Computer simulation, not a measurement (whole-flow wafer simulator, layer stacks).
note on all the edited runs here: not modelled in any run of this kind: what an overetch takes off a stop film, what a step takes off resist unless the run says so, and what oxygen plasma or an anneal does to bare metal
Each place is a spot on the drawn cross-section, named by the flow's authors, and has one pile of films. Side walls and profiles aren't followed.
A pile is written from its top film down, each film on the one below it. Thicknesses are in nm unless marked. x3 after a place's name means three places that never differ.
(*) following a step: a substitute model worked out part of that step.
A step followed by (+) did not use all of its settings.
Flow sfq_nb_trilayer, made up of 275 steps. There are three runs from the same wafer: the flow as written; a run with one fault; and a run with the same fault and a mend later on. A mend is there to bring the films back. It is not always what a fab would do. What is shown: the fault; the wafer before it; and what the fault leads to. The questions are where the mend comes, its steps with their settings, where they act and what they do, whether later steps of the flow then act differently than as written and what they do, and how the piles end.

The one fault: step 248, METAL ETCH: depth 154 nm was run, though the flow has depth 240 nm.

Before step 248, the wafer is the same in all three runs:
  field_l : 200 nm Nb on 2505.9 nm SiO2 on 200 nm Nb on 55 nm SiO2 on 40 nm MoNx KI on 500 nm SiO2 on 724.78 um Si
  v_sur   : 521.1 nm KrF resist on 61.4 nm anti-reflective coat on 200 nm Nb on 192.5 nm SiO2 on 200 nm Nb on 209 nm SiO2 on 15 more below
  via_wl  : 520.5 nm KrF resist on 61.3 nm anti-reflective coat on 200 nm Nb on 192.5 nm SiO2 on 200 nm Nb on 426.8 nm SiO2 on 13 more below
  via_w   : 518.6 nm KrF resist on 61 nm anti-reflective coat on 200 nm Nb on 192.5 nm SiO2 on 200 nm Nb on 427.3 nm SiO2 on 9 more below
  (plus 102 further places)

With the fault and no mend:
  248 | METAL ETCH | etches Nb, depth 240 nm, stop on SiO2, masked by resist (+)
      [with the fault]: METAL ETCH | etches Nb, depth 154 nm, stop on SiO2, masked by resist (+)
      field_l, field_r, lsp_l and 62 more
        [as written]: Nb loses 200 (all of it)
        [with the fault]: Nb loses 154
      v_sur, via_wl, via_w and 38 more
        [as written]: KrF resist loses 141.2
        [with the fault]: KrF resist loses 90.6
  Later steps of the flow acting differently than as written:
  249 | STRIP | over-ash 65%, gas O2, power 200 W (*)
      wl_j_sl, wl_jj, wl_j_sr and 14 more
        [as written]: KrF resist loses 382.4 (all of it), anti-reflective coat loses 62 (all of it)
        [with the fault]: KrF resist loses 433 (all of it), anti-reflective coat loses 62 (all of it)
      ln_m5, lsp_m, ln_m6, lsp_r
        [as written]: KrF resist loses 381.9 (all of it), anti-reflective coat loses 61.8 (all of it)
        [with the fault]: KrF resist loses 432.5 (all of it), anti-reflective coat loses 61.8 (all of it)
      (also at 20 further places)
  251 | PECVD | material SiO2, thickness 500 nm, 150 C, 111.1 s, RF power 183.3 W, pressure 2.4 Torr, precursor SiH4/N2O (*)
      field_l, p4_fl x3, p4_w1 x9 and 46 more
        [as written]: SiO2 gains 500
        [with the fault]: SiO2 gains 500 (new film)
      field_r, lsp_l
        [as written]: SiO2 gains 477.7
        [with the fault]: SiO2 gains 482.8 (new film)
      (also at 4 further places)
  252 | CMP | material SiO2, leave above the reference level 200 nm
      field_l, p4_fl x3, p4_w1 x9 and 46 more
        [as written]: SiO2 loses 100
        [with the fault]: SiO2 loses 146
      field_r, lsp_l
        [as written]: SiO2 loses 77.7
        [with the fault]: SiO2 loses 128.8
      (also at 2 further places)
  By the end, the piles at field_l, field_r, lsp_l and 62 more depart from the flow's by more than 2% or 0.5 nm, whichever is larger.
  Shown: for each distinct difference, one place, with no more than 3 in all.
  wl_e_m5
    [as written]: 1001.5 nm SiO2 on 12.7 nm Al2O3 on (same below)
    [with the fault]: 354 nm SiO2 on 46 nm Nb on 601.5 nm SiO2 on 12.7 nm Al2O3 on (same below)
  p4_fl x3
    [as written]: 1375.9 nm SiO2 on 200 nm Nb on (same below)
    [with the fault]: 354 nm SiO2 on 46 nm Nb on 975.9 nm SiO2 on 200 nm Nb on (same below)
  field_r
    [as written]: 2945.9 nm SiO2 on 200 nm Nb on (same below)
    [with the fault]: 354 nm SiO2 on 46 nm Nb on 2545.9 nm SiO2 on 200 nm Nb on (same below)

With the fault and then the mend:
  The mend follows step 248.
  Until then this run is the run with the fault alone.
  248a | METAL ETCH | etches Nb, depth 86 nm, stop on SiO2, masked by resist (+) (a further turn of the flow's step 248, with different settings)
      field_l, field_r, lsp_l and 62 more
        Nb loses 46 (all of it)
      v_sur, via_wl, via_w and 38 more
        KrF resist loses 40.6
  Later steps of the flow acting differently than as written:
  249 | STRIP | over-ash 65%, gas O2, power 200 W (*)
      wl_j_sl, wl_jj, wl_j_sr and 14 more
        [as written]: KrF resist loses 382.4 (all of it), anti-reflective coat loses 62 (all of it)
        [with the mend]: KrF resist loses 392.4 (all of it), anti-reflective coat loses 62 (all of it)
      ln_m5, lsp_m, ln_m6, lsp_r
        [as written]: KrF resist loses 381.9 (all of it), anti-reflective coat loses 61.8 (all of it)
        [with the mend]: KrF resist loses 391.9 (all of it), anti-reflective coat loses 61.8 (all of it)
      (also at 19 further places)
  At every place that both follow, the piles at the end match the flow's.
